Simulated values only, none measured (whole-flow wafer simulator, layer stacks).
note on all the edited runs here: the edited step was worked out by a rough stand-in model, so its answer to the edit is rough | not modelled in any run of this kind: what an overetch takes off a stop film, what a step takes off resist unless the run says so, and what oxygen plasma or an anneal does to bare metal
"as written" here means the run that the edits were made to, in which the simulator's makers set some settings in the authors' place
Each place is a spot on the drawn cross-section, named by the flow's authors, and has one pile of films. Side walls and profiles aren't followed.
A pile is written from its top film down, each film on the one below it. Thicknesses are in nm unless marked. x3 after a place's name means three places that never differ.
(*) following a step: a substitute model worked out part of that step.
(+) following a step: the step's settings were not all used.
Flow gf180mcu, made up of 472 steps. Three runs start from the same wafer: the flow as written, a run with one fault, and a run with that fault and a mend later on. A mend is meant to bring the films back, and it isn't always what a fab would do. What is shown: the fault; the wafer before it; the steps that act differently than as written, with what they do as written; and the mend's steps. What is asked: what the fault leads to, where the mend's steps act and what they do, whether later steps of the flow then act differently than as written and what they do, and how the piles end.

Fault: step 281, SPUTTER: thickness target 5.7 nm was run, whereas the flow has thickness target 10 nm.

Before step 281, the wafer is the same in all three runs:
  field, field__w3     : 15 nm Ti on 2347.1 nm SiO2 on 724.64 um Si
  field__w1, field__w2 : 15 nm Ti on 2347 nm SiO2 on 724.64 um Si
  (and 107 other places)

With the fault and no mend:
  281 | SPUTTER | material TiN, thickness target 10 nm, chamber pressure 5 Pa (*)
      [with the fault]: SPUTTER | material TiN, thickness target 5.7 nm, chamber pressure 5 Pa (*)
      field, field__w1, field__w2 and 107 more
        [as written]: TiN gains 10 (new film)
        [with the fault]: TiN gains 5.7 (new film)
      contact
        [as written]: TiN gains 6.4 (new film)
        [with the fault]: TiN gains 3.65 (new film)
  Steps further on in the flow that do not act as written (not shown: 1 more step that differs only slightly, by at most 2% or 0.5 nm, whichever is larger):
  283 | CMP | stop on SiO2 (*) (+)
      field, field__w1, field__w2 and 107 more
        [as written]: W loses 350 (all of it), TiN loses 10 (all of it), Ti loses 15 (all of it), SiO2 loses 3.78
        [with the fault]: W loses 350 (all of it), TiN loses 5.7 (all of it), Ti loses 15 (all of it), SiO2 loses 3.74
  The piles end different from the flow's at contact by more than 2% or 0.5 nm, whichever is larger.
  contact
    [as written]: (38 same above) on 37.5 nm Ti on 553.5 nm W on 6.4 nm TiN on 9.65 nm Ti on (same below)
    [with the fault]: (38 same above) on 37.5 nm Ti on 556.3 nm W on 3.65 nm TiN on 9.65 nm Ti on (same below)

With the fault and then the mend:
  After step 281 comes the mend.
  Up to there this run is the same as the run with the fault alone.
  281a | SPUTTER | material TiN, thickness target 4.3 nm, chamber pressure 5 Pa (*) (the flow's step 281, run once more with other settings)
      field, field__w1, field__w2 and 107 more
        TiN gains 4.3
      contact
        TiN gains 2.75
  Later steps of the flow that are run all act as written at every place that is followed.
  The piles end the same as the flow's at every place that both follow.
